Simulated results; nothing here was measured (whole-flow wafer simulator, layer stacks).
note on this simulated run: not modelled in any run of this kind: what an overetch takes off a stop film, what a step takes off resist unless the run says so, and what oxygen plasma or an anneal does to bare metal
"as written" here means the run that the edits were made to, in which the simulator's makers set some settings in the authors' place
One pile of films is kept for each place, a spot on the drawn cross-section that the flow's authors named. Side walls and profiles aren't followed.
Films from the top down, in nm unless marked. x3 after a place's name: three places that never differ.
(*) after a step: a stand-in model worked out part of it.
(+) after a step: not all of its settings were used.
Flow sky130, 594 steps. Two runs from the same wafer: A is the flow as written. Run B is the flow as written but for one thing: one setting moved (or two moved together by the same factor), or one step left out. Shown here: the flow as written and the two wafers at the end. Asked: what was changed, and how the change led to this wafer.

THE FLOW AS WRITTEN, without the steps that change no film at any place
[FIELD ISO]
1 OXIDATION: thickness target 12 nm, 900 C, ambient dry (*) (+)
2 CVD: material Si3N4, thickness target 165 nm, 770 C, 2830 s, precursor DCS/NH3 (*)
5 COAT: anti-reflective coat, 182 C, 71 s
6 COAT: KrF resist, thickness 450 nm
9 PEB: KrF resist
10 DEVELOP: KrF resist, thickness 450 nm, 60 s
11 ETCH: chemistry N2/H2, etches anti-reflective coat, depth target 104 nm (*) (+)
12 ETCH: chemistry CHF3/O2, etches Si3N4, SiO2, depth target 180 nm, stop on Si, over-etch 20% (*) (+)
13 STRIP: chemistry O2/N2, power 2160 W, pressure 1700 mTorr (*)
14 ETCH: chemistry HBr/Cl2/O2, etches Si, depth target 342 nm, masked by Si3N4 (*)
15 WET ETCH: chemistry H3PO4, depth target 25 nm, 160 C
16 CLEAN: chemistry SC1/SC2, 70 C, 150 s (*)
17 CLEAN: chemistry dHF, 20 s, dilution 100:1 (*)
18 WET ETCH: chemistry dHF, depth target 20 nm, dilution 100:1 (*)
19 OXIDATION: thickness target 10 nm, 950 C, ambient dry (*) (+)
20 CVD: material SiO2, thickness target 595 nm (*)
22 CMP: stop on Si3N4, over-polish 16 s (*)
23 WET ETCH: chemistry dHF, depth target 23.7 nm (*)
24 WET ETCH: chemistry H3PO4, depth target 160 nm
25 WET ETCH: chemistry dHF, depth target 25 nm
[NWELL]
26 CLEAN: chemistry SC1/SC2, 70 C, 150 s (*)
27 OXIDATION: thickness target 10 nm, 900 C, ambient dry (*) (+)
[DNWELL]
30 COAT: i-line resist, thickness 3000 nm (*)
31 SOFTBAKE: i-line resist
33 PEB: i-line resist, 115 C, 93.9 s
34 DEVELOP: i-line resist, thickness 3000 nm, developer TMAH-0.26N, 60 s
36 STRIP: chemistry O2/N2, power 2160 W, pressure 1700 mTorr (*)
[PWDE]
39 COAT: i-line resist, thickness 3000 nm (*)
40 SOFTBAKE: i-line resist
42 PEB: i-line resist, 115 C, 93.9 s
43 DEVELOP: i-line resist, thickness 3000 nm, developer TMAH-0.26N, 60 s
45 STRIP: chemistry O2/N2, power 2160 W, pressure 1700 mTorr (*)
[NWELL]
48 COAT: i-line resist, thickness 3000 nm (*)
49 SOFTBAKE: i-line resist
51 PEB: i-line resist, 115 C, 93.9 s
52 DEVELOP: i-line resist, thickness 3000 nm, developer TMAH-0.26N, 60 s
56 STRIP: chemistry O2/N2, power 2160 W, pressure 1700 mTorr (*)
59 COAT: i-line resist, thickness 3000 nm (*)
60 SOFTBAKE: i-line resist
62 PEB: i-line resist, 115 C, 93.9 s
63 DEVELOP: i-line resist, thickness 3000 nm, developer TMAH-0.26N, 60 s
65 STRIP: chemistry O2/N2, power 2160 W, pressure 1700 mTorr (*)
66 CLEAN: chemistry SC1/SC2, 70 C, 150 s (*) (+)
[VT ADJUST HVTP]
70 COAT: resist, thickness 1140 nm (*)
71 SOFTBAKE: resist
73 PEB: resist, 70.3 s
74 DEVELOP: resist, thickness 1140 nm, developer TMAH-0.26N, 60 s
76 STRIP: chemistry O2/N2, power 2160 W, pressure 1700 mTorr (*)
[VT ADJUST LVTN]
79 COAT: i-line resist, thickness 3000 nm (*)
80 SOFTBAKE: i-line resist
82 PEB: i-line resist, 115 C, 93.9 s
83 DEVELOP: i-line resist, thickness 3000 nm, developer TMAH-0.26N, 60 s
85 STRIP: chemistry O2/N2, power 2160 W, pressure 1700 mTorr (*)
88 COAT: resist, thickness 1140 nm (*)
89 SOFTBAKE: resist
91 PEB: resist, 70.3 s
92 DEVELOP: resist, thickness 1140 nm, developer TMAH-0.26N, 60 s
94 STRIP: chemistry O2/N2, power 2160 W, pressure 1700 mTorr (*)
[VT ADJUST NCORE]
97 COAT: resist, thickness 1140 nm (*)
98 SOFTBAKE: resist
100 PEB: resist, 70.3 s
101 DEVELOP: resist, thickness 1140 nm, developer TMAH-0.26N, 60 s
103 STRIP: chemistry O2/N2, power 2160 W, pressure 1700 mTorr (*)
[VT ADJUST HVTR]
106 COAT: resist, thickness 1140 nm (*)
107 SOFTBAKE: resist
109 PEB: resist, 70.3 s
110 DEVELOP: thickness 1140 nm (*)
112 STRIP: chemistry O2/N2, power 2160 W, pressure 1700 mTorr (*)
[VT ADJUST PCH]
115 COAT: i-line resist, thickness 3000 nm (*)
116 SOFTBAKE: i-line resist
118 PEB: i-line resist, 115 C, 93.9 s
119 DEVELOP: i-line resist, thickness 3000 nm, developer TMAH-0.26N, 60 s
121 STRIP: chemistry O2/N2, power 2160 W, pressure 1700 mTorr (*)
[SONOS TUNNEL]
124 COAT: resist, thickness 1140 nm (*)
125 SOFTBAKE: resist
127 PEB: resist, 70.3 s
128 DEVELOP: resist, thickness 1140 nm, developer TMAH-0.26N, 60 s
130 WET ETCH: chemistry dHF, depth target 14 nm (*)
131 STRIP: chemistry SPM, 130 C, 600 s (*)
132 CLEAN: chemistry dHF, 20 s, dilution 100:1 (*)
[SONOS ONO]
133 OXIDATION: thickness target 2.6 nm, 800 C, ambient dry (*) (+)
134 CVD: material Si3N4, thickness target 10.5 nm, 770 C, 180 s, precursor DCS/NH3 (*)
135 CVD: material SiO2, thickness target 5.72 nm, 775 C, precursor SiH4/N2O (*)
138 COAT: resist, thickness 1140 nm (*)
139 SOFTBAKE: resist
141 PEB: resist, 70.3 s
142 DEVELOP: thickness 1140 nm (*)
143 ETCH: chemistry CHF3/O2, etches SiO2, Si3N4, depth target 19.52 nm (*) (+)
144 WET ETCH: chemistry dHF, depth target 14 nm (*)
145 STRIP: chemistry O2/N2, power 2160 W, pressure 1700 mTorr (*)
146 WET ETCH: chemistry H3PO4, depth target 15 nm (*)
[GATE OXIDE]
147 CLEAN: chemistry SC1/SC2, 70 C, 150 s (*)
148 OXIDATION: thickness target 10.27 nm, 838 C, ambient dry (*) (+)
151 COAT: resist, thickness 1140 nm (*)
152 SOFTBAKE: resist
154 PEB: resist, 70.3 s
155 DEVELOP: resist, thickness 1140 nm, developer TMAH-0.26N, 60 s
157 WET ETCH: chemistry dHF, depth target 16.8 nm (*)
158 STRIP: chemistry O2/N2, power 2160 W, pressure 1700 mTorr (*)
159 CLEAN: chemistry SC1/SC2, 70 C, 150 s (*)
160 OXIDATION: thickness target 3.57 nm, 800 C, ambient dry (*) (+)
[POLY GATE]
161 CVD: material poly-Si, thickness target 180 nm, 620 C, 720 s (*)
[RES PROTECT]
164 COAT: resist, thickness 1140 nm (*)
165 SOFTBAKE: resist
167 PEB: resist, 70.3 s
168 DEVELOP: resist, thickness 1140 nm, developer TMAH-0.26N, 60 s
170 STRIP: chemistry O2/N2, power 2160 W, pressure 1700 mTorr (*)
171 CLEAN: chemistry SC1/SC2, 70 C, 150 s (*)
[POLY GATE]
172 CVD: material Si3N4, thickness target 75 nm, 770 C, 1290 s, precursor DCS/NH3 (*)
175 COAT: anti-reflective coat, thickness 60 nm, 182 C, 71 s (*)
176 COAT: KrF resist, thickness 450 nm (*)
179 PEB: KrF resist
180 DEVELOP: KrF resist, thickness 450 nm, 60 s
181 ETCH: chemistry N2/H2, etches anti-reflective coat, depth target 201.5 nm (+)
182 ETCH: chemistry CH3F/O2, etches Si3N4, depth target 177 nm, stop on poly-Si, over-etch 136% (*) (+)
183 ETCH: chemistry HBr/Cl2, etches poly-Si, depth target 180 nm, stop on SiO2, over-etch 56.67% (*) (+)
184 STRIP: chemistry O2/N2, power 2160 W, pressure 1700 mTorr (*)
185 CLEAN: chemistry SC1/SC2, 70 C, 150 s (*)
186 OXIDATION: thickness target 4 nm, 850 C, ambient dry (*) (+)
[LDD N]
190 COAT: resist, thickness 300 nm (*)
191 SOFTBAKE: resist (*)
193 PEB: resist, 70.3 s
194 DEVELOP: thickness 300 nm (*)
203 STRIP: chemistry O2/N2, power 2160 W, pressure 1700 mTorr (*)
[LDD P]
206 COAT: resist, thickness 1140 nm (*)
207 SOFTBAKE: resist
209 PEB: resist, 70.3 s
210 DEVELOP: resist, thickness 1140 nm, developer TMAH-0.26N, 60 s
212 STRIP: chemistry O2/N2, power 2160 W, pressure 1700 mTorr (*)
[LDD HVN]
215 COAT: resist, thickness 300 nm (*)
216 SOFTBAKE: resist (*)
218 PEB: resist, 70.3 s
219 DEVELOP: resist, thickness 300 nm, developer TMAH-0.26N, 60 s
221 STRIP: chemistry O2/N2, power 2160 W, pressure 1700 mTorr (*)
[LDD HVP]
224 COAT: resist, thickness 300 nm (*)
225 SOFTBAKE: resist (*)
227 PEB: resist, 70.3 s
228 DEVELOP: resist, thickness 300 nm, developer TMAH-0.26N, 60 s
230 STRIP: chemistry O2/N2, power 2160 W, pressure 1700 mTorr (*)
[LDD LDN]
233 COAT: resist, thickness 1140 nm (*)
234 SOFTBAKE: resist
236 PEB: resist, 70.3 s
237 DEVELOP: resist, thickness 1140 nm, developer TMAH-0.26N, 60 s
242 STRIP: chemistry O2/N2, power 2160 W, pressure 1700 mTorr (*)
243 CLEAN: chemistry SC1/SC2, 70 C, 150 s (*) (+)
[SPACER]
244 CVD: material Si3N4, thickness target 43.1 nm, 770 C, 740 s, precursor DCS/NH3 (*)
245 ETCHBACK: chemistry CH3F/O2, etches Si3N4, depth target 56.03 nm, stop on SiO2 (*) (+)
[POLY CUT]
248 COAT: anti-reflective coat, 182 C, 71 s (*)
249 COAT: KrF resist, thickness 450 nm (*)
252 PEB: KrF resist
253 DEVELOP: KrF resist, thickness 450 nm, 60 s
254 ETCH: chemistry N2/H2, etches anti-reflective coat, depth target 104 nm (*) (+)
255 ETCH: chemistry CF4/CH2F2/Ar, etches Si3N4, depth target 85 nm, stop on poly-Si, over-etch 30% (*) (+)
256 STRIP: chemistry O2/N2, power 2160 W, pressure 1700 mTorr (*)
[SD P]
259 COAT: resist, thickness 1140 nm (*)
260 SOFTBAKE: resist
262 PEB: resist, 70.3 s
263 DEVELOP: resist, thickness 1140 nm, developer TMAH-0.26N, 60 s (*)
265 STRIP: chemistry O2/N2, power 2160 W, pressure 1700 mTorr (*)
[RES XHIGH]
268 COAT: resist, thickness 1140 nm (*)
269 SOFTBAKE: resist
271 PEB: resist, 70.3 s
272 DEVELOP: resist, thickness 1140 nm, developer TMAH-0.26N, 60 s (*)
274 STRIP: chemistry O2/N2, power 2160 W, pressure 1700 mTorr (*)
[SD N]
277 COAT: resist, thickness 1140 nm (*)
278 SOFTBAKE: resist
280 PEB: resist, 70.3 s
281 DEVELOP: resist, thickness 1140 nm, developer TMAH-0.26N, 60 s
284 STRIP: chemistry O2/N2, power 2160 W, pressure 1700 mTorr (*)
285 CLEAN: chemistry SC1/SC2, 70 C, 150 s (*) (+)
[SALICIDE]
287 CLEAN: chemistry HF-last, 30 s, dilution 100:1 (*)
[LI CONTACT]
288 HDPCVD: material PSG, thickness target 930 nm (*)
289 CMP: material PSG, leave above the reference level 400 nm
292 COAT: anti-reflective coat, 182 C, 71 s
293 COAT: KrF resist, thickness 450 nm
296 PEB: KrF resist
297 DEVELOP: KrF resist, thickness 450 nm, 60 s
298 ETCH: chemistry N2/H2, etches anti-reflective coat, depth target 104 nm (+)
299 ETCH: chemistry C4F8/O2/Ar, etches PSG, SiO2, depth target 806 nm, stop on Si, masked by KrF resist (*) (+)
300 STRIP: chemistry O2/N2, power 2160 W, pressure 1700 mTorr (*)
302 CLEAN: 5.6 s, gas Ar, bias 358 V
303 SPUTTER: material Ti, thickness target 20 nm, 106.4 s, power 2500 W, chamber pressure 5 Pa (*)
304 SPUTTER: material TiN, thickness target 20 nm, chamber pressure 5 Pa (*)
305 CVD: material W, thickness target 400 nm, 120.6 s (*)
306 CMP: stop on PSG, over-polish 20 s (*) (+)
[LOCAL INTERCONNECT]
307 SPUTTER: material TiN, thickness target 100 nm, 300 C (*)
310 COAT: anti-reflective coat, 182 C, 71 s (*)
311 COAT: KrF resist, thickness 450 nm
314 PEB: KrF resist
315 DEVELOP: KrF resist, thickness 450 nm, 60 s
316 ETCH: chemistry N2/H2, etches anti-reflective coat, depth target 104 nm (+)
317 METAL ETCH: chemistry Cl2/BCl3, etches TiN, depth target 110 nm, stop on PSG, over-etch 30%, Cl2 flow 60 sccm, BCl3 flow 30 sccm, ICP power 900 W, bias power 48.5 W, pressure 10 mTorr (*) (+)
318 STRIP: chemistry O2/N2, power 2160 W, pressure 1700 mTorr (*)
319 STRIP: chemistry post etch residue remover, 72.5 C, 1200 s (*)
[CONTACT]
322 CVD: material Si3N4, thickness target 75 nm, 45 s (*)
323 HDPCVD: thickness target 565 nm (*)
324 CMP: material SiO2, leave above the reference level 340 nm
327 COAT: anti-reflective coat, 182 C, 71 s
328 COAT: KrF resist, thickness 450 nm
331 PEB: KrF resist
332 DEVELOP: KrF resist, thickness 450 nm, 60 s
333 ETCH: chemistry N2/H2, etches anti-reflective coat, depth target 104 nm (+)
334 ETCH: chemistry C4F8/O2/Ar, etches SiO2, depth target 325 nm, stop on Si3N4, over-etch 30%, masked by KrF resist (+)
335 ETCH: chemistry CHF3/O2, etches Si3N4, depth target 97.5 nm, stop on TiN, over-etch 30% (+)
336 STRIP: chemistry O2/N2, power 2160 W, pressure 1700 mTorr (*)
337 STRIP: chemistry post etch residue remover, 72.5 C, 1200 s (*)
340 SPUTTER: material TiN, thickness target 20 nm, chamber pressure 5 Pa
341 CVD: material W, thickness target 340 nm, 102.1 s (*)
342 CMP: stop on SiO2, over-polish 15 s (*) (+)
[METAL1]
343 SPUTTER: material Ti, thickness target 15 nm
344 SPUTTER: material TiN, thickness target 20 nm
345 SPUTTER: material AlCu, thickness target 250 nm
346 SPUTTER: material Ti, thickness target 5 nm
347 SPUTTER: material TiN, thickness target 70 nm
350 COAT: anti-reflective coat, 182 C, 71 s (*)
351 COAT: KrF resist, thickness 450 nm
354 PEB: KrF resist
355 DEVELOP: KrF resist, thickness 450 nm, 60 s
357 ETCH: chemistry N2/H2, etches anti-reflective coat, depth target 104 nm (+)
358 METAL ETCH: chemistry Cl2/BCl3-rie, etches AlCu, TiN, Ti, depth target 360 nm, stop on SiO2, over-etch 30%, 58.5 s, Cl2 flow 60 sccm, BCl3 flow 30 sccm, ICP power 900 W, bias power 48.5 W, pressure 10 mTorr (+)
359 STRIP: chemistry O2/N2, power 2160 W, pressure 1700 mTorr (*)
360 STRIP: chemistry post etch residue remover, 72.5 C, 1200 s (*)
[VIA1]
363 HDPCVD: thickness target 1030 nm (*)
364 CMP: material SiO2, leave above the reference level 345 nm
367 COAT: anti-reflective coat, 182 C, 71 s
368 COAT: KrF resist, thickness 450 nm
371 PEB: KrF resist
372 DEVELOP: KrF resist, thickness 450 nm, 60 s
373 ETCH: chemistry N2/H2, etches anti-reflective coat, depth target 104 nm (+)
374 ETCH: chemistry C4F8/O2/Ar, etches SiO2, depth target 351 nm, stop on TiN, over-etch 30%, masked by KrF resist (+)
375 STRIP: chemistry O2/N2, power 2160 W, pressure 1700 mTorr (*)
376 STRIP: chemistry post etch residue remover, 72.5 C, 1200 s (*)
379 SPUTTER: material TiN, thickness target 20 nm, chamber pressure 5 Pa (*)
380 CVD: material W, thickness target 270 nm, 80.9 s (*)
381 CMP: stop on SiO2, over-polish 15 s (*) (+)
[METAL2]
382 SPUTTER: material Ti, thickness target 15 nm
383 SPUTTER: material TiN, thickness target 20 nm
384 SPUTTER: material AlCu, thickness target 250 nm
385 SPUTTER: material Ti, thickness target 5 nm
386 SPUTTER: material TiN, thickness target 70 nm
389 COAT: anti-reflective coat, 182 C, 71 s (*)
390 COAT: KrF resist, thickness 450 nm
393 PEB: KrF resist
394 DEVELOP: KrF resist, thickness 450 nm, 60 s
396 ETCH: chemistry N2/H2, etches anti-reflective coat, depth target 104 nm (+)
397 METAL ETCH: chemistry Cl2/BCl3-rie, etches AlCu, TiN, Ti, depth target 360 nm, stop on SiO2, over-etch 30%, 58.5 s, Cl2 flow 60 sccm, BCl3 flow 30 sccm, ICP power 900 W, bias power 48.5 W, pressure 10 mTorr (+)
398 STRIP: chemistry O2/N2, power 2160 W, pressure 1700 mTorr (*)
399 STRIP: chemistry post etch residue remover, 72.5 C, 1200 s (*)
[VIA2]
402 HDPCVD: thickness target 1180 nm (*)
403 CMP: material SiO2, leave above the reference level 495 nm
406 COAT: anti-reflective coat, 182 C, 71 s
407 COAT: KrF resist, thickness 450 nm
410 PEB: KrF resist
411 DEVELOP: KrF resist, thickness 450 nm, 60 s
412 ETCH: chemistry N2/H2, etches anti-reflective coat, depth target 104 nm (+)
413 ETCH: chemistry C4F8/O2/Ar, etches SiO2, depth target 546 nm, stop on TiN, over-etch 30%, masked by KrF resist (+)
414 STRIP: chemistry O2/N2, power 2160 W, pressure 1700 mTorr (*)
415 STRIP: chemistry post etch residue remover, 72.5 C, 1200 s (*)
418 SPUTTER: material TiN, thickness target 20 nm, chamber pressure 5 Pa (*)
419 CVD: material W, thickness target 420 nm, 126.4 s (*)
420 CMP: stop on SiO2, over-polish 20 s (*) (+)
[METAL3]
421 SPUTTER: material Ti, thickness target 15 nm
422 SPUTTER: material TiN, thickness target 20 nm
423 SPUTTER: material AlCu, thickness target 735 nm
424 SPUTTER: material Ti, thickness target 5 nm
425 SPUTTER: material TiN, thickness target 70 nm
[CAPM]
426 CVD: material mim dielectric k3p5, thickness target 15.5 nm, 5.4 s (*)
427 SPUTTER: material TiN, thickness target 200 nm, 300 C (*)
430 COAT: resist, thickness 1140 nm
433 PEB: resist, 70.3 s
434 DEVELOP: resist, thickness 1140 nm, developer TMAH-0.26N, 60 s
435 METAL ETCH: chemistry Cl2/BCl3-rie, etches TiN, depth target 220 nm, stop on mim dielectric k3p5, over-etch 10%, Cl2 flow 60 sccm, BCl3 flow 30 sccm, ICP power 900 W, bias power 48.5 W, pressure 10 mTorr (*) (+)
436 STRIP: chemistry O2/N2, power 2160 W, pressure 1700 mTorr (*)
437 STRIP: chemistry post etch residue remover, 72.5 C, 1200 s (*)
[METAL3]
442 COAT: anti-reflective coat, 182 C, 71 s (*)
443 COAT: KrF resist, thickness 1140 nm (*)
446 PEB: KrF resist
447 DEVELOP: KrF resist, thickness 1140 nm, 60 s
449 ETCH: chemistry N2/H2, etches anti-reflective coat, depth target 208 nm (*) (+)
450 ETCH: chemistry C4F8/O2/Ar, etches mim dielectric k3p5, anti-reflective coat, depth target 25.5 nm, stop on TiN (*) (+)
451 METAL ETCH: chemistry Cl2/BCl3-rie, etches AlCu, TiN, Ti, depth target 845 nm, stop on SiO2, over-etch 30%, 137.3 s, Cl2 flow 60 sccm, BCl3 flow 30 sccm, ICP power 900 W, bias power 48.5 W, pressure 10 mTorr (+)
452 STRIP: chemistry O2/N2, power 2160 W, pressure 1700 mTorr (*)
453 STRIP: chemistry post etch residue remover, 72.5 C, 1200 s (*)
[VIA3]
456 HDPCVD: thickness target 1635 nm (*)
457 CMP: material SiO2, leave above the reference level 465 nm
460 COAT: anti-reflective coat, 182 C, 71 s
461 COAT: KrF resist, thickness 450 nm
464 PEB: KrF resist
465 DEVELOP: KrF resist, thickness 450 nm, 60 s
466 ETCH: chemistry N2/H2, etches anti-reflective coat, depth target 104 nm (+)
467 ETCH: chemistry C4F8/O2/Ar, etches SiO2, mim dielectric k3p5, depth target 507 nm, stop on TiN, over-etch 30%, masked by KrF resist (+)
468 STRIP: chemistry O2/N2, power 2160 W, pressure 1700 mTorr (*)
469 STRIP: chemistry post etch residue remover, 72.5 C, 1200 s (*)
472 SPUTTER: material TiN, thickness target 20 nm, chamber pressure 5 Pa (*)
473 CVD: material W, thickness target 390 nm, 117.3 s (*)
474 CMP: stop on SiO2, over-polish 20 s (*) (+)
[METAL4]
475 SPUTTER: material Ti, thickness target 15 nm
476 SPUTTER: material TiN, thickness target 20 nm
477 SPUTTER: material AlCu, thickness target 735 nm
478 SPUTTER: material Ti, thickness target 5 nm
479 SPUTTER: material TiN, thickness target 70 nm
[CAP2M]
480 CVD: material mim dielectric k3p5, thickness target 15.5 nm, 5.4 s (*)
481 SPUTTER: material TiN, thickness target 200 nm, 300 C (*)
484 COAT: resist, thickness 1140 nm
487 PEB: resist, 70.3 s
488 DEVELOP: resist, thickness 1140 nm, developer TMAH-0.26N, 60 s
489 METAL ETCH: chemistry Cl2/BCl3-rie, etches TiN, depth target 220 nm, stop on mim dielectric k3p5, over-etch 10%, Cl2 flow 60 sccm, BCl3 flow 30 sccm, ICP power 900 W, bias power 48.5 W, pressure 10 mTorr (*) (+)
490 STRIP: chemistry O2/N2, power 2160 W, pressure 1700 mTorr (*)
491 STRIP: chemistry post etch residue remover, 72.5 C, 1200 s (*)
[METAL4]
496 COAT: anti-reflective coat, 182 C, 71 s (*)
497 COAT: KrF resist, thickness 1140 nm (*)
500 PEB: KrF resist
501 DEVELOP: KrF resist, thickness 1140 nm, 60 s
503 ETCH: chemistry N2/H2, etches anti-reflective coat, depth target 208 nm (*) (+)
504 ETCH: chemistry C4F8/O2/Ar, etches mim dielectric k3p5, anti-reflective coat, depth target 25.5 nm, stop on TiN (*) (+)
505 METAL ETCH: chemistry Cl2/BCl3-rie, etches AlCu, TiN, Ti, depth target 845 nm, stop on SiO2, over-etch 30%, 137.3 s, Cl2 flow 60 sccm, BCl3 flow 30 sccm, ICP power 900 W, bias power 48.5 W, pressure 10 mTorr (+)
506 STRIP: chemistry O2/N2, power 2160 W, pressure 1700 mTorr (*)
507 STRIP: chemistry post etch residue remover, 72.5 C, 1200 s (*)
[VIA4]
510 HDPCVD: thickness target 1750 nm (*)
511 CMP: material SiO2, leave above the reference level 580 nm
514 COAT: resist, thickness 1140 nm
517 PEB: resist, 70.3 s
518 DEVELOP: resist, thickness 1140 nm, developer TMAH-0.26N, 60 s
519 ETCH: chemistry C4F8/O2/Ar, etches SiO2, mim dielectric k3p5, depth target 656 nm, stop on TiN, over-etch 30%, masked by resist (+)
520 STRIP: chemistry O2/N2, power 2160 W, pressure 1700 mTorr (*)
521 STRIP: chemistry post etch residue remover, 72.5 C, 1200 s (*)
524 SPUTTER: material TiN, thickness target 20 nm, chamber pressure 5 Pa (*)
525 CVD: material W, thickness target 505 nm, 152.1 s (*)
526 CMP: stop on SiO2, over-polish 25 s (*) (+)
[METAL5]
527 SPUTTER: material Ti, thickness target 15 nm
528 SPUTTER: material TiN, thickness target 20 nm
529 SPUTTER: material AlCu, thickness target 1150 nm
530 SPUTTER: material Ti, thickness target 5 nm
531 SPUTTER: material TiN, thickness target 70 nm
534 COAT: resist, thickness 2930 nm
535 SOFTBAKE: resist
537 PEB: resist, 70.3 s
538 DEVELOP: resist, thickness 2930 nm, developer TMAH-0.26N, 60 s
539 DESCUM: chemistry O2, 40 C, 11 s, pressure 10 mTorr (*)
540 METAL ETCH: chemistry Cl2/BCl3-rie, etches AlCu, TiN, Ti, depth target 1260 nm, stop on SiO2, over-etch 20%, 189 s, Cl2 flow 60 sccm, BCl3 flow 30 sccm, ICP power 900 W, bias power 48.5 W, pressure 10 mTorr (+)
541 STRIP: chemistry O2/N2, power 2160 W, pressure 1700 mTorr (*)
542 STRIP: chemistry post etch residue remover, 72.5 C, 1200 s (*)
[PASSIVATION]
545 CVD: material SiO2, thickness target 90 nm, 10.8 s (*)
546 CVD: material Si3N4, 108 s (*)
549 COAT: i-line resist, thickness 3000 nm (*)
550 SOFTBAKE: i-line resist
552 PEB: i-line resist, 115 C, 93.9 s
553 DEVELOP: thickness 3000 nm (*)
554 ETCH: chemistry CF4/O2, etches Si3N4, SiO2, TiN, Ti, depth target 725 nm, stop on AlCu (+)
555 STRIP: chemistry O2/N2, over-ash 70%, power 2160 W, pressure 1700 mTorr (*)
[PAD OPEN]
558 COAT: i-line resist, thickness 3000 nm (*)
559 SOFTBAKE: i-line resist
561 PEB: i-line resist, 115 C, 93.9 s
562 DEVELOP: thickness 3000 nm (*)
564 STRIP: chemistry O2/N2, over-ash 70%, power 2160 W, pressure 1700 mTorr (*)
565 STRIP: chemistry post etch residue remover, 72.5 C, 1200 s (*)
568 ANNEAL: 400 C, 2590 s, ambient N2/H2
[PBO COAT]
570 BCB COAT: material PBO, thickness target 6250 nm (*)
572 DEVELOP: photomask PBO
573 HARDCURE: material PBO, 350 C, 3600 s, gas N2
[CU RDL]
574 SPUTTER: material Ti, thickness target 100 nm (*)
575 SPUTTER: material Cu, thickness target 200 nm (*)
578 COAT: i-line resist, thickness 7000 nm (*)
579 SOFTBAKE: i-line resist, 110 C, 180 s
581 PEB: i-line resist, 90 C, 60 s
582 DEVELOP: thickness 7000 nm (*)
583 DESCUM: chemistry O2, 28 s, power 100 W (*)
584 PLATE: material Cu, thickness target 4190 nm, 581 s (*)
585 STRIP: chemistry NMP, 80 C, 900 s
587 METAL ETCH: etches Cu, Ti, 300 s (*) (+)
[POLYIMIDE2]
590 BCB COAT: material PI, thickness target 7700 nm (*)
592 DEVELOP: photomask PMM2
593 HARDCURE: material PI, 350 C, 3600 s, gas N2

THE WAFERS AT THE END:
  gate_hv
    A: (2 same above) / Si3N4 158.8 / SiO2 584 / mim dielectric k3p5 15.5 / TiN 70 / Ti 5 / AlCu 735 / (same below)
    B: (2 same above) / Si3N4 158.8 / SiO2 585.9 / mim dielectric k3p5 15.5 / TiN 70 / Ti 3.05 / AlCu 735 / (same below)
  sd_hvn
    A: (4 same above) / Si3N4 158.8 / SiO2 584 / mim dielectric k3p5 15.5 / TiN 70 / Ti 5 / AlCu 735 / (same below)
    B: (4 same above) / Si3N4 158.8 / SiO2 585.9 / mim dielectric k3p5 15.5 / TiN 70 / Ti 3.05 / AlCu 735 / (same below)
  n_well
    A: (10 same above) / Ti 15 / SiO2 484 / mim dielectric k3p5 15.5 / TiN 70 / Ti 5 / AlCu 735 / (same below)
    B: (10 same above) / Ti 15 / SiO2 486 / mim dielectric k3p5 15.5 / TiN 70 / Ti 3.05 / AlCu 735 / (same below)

The cause: step 478, SPUTTER: thickness target 3.05 nm was run, where the flow has thickness target 5 nm.
It can be read off the wafer: gate_hv has Ti 3.05, and step 478 as written asks for 5 nm.

How the change led to this, step by step:
  478 SPUTTER: material Ti, thickness target 5 nm
      field, active, n_well and 189 more: A Ti +5 (new film) | B Ti +3.05 (new film)
  505 METAL ETCH: chemistry Cl2/BCl3-rie, etches AlCu, TiN, Ti, depth target 845 nm, stop on SiO2, over-etch 30%, 137.3 s, Cl2 flow 60 sccm, BCl3 flow 30 sccm, ICP power 900 W, bias power 48.5 W, pressure 10 mTorr (+)
      field, gate, spacer and 68 more: A TiN -70 (all of it), Ti -5 (all of it), AlCu -735 (all of it), TiN -20 (all of it), Ti -15 (all of it), SiO2 -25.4 | B TiN -70 (all of it), Ti -3.05 (all of it), AlCu -735 (all of it), TiN -20 (all of it), Ti -15 (all of it), SiO2 -25.5
      active, vpp_iso1, mim_edge_plate and 14 more: A TiN -70 (all of it), Ti -5 (all of it), AlCu -735 (all of it), TiN -20 (all of it), Ti -15 (all of it), SiO2 -25.3 | B TiN -70 (all of it), Ti -3.05 (all of it), AlCu -735 (all of it), TiN -20 (all of it), Ti -15 (all of it), SiO2 -25.5
